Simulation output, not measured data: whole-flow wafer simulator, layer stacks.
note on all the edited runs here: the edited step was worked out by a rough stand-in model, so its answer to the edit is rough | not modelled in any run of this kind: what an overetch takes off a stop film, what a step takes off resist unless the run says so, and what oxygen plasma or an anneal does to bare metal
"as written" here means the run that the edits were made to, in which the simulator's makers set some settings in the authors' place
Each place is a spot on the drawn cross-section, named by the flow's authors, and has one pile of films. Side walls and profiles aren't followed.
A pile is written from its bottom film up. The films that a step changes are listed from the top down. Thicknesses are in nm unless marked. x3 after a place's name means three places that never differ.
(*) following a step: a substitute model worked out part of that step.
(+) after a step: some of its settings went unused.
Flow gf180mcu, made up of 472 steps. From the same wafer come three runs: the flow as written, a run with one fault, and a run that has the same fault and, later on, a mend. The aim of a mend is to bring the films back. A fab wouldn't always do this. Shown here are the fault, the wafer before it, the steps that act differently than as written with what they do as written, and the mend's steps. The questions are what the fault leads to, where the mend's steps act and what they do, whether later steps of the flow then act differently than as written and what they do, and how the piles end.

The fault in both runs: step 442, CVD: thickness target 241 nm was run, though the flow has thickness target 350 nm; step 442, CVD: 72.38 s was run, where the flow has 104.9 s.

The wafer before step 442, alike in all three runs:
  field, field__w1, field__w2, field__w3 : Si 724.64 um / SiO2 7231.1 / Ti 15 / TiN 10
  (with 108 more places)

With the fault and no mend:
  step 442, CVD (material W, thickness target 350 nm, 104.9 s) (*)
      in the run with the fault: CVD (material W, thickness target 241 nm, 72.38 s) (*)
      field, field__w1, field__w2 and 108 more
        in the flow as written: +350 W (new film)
        in the run with the fault: +242.4 W (new film)
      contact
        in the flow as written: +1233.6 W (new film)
        in the run with the fault: +1126 W (new film)
  Steps further on in the flow that do not act as written:
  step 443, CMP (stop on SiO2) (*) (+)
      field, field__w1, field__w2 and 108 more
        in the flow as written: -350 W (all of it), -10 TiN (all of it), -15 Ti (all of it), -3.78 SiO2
        in the run with the fault: -242.4 W (all of it), -10 TiN (all of it), -15 Ti (all of it), -2.7 SiO2
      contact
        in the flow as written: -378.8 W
        in the run with the fault: -270.1 W
  The piles end only slightly different from the flow's at the places that both follow, by no more than 2% or 0.5 nm, whichever is larger.

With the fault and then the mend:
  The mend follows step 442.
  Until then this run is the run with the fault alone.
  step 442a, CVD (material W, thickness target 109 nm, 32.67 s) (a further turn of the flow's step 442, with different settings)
      field, field__w1, field__w2 and 109 more
        +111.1 W
  Later steps of the flow that are run all act as written at every place that is followed, up to a difference of at most 2% or 0.5 nm, whichever is larger.
  The piles end only slightly different from the flow's at the places that both follow, by no more than 2% or 0.5 nm, whichever is larger.
